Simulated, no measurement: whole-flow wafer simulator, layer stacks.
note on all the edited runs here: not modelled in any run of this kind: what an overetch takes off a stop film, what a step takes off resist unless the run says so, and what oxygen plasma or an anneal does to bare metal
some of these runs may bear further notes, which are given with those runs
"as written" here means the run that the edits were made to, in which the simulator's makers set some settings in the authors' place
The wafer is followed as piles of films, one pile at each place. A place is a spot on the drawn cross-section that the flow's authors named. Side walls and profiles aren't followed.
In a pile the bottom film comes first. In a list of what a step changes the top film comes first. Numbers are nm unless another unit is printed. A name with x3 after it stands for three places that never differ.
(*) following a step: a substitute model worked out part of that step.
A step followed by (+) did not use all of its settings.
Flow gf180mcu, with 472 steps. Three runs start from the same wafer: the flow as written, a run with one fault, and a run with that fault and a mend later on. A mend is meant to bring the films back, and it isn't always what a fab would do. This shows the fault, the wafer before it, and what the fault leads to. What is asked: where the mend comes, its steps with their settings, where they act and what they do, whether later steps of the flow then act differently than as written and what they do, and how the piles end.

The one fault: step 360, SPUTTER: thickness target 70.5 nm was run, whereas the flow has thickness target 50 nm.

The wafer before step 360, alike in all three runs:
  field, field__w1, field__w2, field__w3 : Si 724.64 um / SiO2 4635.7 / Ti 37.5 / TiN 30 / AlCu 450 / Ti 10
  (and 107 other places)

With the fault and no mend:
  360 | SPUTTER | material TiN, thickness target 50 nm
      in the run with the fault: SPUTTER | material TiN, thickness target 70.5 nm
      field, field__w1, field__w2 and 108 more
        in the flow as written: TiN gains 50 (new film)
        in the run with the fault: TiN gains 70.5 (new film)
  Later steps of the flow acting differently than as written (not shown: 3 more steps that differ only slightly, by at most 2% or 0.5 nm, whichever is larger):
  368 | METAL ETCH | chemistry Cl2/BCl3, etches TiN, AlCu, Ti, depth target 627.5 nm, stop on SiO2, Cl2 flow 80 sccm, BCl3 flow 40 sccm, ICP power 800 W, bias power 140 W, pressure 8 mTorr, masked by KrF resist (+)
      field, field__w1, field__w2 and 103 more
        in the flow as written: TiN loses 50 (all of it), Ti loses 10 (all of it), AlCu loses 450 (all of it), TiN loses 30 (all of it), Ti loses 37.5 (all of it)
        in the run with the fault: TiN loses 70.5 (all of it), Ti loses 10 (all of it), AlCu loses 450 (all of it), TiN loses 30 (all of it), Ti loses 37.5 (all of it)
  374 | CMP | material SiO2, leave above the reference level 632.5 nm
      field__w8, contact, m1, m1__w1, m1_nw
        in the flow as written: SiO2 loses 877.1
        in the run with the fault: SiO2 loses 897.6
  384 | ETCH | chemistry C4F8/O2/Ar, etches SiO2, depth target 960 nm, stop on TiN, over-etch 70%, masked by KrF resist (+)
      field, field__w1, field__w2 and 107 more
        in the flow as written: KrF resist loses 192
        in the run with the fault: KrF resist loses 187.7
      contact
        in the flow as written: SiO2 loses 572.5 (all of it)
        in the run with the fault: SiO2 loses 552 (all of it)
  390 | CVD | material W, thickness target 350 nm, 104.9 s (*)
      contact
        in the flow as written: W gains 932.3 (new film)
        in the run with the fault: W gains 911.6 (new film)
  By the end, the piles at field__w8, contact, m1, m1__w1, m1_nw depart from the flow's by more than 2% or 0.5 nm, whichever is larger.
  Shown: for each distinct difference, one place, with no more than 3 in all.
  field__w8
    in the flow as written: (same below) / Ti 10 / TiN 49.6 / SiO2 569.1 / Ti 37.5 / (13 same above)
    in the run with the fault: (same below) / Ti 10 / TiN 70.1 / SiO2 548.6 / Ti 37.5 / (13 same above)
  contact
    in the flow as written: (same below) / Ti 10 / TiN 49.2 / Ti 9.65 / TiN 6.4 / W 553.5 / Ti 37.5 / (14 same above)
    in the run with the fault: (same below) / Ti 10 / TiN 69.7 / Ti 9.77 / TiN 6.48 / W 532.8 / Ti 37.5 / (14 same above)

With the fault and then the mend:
  After step 367 comes the mend.
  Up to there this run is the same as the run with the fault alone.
  367a | STRIP | chemistry O2/N2, power 2160 W, pressure 1700 mTorr (*)
      field__w8, contact, m1, m1__w1, m1_nw
        KrF resist loses 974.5 (all of it)
  367b | METAL ETCH | chemistry Cl2/BCl3, etches TiN, AlCu, Ti, depth target 20.5 nm, Cl2 flow 80 sccm, BCl3 flow 40 sccm, ICP power 800 W, bias power 140 W, pressure 8 mTorr (a further turn of the flow's step 260, with different settings)
      field, field__w1, field__w2 and 108 more
        TiN loses 20.5
  367c | HMDS | 120 C, 60 s (a further turn of the flow's step 362)
      alters no film at any place that is followed
  367d | COAT | KrF resist, thickness 1000 nm (a further turn of the flow's step 363)
      field, field__w1, field__w2 and 108 more
        KrF resist gains 1000 (new film)
  367e | SOFTBAKE | KrF resist (a further turn of the flow's step 364)
      alters no film at any place that is followed
  367f | EXPOSE | photomask Metal4 (a further turn of the flow's step 365)
      alters no film at any place that is followed
  367g | PEB | KrF resist, 135 C, 90 s (a further turn of the flow's step 366)
      field, field__w1, field__w2 and 108 more
        KrF resist loses 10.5
  367h | DEVELOP | thickness 1000 nm, 60 s (a further turn of the flow's step 367)
      field, field__w1, field__w2 and 103 more
        KrF resist loses 989.5 (all of it)
      field__w8, contact, m1, m1__w1, m1_nw
        KrF resist loses 14.9
  Every later step of the flow that is run acts as written at every place that is followed.
  At every place that both follow, the piles at the end match the flow's.
